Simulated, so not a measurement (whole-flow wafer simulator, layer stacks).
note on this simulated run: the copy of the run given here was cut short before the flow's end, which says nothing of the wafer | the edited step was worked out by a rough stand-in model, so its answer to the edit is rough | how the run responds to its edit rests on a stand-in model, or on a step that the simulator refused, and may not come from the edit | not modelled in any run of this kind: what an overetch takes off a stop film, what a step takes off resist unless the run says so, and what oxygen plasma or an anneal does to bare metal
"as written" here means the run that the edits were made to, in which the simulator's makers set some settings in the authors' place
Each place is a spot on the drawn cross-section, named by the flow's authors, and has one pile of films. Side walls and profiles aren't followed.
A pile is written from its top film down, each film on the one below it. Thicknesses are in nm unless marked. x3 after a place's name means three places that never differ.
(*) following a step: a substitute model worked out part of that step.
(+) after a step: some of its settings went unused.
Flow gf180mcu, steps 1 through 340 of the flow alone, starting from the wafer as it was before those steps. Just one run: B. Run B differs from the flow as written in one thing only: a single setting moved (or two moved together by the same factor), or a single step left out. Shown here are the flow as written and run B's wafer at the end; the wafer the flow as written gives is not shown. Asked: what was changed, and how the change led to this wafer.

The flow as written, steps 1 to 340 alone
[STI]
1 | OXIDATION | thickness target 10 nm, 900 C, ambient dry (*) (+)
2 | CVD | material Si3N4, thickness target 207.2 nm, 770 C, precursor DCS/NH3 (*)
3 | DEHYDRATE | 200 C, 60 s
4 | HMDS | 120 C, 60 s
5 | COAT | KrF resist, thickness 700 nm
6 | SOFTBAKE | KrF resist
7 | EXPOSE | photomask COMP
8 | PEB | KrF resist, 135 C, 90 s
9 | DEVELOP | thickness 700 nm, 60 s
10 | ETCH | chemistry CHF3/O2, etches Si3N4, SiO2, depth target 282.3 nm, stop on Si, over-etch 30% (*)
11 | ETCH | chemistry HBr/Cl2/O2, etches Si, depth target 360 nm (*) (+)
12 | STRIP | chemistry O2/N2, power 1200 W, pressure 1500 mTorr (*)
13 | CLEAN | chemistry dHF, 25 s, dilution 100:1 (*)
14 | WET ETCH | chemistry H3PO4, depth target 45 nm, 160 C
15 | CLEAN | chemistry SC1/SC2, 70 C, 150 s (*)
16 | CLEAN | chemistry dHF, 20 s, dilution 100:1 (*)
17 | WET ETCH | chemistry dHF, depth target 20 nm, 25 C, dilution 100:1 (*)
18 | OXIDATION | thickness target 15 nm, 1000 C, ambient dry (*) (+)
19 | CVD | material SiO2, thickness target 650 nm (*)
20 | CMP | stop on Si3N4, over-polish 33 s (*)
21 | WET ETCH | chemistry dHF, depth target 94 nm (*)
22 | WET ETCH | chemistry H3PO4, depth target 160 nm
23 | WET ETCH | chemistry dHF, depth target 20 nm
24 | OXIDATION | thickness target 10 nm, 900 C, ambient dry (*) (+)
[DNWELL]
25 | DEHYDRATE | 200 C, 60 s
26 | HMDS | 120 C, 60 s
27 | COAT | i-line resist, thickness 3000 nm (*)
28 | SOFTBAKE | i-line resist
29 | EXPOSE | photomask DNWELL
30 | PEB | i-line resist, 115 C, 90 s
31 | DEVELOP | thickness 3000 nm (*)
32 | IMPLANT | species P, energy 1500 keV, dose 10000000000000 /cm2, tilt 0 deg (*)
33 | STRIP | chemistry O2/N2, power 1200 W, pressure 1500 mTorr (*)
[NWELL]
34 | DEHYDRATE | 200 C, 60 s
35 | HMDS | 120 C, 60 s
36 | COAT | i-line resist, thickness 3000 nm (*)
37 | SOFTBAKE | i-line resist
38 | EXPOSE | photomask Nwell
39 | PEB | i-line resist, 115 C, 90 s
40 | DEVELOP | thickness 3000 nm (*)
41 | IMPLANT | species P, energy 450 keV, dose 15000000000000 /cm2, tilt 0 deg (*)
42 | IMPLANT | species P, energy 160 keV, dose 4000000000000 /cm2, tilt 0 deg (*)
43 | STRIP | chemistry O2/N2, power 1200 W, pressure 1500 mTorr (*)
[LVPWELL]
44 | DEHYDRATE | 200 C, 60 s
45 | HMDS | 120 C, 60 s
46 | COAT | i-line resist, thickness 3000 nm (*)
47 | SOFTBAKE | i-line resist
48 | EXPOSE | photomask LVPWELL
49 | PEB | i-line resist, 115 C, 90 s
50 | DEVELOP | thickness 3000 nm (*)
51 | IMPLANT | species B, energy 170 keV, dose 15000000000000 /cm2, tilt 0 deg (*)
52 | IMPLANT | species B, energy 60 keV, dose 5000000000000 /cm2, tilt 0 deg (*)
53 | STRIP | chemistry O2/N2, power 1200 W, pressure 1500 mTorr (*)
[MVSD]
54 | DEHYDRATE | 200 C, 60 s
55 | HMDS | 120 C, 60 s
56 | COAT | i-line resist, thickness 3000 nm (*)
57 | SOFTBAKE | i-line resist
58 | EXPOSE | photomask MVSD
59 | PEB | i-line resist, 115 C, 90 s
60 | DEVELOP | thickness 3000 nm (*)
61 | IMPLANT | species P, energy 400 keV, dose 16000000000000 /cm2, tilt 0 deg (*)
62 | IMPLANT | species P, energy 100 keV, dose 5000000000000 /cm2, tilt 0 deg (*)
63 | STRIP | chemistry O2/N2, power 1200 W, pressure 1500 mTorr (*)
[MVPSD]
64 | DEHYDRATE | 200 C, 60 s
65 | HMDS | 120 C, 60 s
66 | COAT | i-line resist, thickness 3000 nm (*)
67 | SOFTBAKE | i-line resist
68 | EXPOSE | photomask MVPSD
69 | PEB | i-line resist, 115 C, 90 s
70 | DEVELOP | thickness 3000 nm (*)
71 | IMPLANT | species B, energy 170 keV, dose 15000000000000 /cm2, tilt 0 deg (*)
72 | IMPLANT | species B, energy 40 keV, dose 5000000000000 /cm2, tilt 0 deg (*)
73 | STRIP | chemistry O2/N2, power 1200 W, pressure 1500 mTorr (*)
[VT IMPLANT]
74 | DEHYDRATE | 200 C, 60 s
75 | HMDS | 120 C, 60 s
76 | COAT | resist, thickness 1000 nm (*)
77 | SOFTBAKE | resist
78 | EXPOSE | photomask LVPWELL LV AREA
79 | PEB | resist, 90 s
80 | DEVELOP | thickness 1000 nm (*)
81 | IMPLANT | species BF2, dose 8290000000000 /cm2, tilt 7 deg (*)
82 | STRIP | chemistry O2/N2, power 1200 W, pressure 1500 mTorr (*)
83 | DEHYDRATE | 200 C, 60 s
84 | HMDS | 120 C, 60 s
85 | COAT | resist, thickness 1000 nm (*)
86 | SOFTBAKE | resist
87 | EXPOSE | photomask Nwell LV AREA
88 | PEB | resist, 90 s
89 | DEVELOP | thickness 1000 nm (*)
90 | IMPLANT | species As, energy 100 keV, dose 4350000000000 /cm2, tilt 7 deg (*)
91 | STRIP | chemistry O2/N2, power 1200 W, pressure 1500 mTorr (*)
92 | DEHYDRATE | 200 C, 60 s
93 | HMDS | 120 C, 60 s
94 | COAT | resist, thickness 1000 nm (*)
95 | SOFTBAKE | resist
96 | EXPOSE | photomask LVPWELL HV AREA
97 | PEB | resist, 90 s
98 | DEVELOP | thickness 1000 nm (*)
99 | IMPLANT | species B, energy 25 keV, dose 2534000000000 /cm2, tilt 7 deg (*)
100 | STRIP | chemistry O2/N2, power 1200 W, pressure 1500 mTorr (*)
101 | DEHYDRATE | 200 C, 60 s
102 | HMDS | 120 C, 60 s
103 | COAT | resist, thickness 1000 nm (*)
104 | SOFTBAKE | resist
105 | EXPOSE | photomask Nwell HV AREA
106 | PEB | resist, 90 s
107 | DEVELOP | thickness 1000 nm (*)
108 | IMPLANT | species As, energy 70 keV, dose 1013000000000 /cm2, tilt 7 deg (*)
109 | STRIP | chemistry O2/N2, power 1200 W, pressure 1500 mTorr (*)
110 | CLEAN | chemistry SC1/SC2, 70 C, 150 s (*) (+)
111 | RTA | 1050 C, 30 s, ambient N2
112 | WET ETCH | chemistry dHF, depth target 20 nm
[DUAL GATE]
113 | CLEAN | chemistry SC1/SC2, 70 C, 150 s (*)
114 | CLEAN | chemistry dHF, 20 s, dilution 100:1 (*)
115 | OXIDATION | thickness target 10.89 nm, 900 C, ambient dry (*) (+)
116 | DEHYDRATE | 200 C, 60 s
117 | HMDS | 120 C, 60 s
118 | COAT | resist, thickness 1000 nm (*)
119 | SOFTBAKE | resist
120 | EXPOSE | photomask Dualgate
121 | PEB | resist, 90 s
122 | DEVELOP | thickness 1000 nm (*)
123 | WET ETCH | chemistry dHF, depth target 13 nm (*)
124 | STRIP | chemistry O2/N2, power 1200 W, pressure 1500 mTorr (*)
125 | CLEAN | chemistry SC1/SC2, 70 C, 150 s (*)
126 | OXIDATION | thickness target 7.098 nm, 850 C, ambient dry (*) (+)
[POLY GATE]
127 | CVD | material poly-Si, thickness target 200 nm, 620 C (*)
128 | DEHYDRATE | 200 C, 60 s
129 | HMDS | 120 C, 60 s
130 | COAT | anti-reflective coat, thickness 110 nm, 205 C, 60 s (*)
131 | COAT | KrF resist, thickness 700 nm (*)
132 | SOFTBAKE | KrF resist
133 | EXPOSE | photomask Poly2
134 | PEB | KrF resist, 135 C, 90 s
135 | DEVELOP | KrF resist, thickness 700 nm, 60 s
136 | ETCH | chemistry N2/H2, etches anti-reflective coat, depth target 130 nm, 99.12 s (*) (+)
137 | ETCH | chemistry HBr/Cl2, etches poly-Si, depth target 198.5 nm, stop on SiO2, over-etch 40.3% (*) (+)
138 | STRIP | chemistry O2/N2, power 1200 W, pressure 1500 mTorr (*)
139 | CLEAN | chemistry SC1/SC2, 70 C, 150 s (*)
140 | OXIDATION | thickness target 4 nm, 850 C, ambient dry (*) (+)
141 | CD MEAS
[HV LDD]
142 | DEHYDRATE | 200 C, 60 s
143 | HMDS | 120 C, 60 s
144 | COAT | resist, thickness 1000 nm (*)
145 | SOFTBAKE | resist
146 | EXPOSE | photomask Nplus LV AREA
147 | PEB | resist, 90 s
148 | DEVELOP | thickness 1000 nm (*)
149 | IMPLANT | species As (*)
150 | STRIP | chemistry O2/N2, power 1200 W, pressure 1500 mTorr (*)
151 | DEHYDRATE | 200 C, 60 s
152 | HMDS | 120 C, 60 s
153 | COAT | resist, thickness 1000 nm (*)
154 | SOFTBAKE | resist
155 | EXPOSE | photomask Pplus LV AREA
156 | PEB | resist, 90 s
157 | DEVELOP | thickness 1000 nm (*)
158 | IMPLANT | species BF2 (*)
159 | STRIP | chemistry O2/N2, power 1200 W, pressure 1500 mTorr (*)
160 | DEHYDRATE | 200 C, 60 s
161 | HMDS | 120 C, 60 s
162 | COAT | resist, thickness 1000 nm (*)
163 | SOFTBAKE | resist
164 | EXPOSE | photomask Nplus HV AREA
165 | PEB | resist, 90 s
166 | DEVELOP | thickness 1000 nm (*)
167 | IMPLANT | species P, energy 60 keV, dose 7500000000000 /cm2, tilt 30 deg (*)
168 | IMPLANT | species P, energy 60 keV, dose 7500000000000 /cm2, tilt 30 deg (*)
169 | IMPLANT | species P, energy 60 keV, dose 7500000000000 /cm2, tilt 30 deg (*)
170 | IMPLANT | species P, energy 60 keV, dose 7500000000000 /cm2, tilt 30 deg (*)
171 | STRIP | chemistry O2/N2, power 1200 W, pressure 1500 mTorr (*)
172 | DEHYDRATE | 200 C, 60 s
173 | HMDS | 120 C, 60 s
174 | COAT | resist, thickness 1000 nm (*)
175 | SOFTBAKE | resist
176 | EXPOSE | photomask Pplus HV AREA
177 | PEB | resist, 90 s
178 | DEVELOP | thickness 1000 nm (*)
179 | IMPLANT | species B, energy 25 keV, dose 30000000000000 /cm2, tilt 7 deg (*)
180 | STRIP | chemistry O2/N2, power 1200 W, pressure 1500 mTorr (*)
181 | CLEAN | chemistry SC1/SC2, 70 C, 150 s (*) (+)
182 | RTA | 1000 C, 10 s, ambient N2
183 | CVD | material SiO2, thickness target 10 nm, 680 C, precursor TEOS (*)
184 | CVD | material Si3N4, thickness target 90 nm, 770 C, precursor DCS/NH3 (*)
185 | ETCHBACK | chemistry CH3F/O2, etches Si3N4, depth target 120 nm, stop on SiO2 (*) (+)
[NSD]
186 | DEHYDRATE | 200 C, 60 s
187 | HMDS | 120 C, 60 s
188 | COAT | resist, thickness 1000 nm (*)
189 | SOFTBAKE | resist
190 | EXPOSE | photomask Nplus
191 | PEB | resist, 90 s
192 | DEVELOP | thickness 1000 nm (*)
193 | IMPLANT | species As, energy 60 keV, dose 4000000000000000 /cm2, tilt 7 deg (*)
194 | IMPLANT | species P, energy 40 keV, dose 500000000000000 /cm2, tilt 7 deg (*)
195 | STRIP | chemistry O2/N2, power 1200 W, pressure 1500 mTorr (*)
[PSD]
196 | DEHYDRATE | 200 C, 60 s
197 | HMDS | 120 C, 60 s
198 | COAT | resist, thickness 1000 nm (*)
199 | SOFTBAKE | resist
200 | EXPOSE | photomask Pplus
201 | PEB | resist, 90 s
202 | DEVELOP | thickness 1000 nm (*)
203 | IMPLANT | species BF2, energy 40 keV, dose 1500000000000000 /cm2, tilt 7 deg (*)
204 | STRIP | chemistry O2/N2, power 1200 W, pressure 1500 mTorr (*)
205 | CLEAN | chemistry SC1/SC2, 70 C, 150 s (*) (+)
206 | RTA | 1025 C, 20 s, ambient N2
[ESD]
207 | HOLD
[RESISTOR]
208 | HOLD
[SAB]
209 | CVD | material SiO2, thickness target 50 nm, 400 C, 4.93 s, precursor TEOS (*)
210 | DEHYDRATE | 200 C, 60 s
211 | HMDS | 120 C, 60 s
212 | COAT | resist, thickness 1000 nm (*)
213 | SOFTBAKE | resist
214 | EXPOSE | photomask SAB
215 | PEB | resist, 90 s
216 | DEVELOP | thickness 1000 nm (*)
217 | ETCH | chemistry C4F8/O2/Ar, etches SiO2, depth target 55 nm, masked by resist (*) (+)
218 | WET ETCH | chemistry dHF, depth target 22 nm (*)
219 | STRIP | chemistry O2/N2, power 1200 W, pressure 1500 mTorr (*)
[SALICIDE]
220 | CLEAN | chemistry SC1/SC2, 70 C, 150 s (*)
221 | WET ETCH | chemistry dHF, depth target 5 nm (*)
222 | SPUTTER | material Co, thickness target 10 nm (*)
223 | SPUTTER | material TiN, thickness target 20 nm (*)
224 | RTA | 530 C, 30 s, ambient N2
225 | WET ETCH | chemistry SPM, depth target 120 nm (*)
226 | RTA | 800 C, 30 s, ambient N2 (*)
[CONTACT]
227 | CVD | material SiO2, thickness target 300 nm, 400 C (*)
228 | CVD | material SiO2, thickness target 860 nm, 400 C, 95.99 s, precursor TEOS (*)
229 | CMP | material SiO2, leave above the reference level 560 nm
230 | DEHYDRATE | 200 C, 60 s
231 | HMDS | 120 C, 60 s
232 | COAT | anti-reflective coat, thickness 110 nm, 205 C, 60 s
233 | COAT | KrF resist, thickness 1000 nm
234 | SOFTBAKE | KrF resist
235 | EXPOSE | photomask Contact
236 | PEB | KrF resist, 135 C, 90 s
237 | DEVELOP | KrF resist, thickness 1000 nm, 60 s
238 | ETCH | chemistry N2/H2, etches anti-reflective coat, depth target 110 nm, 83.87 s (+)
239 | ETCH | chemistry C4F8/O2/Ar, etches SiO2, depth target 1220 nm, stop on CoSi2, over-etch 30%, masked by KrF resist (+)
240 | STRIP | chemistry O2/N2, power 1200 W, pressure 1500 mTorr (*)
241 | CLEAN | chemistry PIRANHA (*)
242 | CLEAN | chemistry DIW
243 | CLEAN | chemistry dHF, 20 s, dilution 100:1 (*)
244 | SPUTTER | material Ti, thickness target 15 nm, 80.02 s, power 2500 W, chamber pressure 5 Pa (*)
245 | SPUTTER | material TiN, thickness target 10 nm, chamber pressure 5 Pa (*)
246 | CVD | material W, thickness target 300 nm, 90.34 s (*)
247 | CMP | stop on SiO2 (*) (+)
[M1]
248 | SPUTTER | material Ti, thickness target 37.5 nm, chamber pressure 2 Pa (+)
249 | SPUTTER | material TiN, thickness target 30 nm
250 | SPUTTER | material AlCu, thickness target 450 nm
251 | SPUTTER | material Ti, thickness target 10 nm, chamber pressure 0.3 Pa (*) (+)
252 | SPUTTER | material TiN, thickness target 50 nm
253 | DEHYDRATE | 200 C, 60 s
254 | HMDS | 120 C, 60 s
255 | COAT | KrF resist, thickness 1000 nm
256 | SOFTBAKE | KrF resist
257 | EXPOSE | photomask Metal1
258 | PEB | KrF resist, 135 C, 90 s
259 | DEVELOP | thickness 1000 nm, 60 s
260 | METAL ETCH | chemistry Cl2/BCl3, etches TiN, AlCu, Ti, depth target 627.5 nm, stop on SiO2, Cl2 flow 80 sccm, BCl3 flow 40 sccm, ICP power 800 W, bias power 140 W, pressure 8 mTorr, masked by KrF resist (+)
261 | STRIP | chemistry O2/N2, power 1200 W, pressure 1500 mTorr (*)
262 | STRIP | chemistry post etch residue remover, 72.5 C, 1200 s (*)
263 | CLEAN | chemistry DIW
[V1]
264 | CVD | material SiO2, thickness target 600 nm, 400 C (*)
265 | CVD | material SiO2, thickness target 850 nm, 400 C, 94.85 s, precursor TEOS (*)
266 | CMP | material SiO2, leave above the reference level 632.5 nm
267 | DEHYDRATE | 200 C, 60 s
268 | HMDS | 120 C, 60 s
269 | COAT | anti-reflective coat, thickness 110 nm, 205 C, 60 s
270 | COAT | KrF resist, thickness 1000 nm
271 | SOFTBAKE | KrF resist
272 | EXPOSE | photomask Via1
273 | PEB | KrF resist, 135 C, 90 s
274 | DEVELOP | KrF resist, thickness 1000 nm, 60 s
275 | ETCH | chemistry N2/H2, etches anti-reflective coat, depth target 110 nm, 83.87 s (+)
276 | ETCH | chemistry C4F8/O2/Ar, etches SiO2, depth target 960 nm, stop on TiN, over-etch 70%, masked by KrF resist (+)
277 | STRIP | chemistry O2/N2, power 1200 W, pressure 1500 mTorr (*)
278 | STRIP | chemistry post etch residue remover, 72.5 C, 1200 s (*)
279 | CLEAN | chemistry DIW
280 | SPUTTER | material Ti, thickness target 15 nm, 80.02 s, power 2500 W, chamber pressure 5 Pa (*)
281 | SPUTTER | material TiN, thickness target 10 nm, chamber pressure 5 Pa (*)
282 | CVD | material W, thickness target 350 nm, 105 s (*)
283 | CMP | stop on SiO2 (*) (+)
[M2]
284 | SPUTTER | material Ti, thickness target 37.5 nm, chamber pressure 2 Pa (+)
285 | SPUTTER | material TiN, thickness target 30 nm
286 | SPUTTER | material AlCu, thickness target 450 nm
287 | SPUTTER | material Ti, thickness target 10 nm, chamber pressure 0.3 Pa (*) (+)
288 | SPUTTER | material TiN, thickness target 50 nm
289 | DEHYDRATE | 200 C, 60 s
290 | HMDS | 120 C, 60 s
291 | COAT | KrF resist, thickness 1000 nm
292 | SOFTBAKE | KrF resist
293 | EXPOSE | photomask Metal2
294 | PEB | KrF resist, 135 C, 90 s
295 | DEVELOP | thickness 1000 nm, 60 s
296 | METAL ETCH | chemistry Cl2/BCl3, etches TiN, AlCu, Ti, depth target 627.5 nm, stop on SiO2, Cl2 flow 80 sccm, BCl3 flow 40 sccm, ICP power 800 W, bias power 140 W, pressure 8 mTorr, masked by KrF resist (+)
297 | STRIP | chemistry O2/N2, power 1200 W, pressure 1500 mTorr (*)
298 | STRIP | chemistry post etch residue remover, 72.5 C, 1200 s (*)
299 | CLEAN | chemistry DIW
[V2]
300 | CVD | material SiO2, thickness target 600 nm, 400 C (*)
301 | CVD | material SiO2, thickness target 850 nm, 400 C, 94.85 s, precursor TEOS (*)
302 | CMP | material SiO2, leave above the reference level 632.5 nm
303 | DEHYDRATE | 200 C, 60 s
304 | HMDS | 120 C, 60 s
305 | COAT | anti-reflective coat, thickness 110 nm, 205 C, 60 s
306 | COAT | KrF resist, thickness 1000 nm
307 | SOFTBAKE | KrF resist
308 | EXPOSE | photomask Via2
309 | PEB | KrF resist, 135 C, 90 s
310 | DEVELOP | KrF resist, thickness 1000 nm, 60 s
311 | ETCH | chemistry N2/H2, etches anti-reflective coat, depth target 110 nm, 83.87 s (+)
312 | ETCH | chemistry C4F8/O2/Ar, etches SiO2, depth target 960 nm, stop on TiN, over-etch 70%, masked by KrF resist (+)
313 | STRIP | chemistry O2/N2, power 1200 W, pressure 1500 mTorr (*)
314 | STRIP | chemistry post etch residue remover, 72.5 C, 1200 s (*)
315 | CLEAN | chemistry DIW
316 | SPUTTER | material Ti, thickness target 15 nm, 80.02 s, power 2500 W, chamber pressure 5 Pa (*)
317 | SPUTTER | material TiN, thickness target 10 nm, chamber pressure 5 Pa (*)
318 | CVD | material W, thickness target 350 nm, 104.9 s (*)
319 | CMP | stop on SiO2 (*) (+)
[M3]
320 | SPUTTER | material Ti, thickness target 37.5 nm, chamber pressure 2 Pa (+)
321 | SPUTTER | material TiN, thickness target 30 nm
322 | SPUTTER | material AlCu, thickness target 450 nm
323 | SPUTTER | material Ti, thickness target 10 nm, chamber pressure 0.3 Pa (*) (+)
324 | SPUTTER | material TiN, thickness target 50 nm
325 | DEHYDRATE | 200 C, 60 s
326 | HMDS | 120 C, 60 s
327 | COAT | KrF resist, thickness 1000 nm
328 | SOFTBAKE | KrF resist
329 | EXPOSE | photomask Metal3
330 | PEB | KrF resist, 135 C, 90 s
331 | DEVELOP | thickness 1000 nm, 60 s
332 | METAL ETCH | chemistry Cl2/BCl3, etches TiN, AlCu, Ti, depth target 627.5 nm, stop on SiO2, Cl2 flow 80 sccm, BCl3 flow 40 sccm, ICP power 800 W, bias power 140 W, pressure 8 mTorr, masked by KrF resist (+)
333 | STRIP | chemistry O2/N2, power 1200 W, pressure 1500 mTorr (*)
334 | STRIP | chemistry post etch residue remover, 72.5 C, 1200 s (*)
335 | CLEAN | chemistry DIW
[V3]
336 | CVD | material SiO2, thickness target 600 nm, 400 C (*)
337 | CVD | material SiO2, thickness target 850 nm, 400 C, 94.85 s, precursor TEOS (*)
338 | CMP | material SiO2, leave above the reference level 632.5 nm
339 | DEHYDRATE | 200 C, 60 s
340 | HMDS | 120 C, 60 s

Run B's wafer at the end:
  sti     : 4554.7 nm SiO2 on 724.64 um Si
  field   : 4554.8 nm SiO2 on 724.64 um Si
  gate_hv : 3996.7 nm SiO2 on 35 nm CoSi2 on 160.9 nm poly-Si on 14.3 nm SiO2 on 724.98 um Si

Cause: step 337, CVD: 50.98 s was run, though the flow has 94.85 s.

How this came from the change, step by step:
  337 | CVD | material SiO2, thickness target 850 nm, 400 C, 94.85 s, precursor TEOS (*)
      field, field__w1, field__w2 and 108 more: +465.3 SiO2 (in the flow as written it would be: +850 SiO2)
  338 | CMP | material SiO2, leave above the reference level 632.5 nm
      field, field__w1, field__w2 and 103 more: nothing (in the flow as written it would be: -300 SiO2)
      field__w8, contact, m1, m1__w1, m1_nw: -492.4 SiO2 (in the flow as written it would be: -877.1 SiO2)
